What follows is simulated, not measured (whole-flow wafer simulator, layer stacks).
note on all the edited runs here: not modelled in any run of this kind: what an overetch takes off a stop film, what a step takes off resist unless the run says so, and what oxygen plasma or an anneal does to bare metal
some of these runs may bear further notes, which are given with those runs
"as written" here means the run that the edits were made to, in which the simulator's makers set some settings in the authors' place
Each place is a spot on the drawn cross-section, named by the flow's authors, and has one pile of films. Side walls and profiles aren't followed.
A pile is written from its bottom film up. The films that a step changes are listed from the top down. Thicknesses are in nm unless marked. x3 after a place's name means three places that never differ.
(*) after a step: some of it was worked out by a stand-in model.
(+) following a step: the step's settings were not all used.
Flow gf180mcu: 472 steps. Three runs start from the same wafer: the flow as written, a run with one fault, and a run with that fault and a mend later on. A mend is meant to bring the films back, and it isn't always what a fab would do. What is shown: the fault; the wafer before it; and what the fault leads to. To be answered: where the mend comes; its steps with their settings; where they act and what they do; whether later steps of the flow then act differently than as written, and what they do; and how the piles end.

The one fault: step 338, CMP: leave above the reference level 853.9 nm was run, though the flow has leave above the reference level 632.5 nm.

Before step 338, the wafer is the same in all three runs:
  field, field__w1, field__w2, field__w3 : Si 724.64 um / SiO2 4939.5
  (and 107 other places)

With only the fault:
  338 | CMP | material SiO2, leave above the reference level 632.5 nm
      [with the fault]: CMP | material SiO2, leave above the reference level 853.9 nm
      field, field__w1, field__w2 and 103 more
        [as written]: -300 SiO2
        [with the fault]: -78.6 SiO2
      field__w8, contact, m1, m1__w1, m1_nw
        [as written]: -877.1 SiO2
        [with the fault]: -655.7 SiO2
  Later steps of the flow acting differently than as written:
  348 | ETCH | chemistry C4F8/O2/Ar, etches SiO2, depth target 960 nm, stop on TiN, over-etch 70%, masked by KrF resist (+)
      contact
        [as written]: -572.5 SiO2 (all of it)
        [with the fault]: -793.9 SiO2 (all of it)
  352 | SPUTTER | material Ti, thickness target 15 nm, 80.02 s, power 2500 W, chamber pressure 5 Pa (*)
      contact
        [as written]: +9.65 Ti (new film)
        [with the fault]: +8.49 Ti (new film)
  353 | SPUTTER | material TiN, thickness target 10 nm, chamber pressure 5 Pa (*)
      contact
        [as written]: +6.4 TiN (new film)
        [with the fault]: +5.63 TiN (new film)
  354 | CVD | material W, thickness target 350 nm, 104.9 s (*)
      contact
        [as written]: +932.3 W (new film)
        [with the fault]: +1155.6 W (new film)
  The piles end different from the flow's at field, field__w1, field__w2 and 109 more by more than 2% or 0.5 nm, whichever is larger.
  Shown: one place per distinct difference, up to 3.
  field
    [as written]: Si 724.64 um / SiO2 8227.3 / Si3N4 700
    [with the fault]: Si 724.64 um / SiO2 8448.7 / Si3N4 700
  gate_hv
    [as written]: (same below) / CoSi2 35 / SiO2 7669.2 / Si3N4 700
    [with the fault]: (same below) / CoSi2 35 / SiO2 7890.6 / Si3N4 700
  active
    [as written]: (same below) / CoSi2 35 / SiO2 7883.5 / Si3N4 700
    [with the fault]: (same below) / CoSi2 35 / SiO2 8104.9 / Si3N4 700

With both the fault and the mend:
  The mend follows step 346.
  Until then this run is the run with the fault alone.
  346a | STRIP | chemistry O2/N2, power 2160 W, pressure 1700 mTorr (*)
      field, field__w1, field__w2 and 107 more
        -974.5 KrF resist (all of it), -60 anti-reflective coat (all of it)
      contact
        -60 anti-reflective coat (all of it)
  346b | CMP | material SiO2, leave above the reference level 632.5 nm (the flow's step 338, run once more)
      field, field__w1, field__w2 and 108 more
        -221.4 SiO2
  346c | HMDS | 120 C, 60 s (the flow's step 340, run once more)
      does not change any film at any place that is followed
  346d | COAT | anti-reflective coat, thickness 60 nm, 182 C, 71 s (the flow's step 341, run once more)
      field, field__w1, field__w2 and 108 more
        +60 anti-reflective coat (new film)
  346e | COAT | KrF resist, thickness 1000 nm (the flow's step 342, run once more)
      field, field__w1, field__w2 and 108 more
        +1000 KrF resist (new film)
  346f | SOFTBAKE | KrF resist (the flow's step 343, run once more)
      does not change any film at any place that is followed
  346g | EXPOSE | photomask Via3 (the flow's step 344, run once more)
      does not change any film at any place that is followed
  346h | PEB | KrF resist, 135 C, 90 s (the flow's step 345, run once more)
      field, field__w1, field__w2 and 108 more
        -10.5 KrF resist
  346i | DEVELOP | KrF resist, thickness 1000 nm, 60 s (the flow's step 346, run once more)
      field, field__w1, field__w2 and 107 more
        -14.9 KrF resist
      contact
        -989.5 KrF resist (all of it)
  Every later step of the flow that is run acts as written at every place that is followed.
  At every place that both follow, the piles at the end match the flow's.
